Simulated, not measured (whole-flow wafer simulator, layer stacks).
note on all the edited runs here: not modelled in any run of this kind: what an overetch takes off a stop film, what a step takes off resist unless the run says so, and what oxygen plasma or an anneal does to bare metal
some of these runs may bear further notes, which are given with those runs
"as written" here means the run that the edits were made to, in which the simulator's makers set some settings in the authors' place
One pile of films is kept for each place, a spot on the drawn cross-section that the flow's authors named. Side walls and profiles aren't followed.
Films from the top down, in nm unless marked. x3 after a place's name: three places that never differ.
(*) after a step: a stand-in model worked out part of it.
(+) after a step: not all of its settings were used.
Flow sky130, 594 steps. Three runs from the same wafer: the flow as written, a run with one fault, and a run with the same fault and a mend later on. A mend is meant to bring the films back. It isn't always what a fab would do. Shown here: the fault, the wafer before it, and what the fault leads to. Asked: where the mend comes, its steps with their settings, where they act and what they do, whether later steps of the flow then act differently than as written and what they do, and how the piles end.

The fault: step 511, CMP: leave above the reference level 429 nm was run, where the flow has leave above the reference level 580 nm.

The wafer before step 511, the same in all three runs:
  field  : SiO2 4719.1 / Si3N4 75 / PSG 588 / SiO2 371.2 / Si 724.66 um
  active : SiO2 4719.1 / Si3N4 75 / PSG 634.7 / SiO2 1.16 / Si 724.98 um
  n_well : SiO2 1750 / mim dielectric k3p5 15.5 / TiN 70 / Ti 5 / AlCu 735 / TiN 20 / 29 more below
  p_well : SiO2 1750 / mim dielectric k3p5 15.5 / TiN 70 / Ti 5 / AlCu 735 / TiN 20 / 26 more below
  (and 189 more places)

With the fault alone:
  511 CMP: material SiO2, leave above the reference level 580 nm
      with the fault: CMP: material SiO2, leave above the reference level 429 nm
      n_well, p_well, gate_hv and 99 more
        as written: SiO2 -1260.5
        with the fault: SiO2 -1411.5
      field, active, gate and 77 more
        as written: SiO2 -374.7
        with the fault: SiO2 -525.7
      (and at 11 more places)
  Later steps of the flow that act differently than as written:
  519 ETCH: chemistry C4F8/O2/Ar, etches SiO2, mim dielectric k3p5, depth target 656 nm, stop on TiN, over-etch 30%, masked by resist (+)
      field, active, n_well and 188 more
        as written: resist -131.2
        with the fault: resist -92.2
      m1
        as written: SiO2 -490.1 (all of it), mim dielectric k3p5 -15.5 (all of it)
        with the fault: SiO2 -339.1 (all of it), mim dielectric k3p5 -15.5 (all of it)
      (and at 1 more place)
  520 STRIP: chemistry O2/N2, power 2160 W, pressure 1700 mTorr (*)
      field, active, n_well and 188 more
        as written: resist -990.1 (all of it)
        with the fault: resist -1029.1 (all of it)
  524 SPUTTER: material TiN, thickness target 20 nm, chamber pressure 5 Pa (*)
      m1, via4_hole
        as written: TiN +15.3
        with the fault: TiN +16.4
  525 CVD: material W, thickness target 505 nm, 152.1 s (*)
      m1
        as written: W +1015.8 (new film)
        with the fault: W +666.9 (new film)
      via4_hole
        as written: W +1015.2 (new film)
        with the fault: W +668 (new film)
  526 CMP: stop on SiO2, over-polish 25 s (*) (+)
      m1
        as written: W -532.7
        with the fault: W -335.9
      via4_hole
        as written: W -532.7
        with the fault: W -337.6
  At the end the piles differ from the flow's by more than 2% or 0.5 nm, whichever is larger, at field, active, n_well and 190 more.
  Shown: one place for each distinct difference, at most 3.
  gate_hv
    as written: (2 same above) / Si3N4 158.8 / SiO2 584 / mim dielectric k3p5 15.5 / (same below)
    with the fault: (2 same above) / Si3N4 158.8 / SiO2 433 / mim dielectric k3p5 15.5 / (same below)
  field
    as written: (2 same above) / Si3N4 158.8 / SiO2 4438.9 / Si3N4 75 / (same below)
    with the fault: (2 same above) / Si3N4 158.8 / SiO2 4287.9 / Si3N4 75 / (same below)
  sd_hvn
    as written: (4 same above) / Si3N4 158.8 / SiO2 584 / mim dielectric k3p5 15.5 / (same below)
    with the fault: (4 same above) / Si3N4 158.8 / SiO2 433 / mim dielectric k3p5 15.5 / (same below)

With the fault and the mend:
  The mend comes after step 518.
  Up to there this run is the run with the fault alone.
  518a STRIP: chemistry O2/N2, power 2160 W, pressure 1700 mTorr (*)
      field, active, n_well and 188 more
        resist -1121.3 (all of it)
  518b HDPCVD: thickness target 151 nm (*) (the flow's step 510 once more, with other settings)
      field, active, n_well and 190 more
        SiO2 +151
  518c HMDS: 120 C, 60 s (the flow's step 513 once more)
      changes no film at any place that is followed
  518d COAT: resist, thickness 1140 nm (the flow's step 514 once more)
      field, active, n_well and 190 more
        resist +1140 (new film)
  518e SOFTBAKE: resist (the flow's step 515 once more)
      changes no film at any place that is followed
  518f EXPOSE: photomask VIM4, dose 133.8 mJ/cm2, NA 0.6, wavelength 365 nm (*) (the flow's step 516 once more)
      changes no film at any place that is followed
  518g PEB: resist, 70.3 s (the flow's step 517 once more)
      field, active, n_well and 190 more
        resist -18.7
  518h DEVELOP: resist, thickness 1140 nm, developer TMAH-0.26N, 60 s (the flow's step 518 once more)
      m1, via4_hole
        resist -1121.3 (all of it)
  No later step of the flow acts differently than as written at any place that is followed.
  At the end the piles are the same as the flow's at every place that both follow.
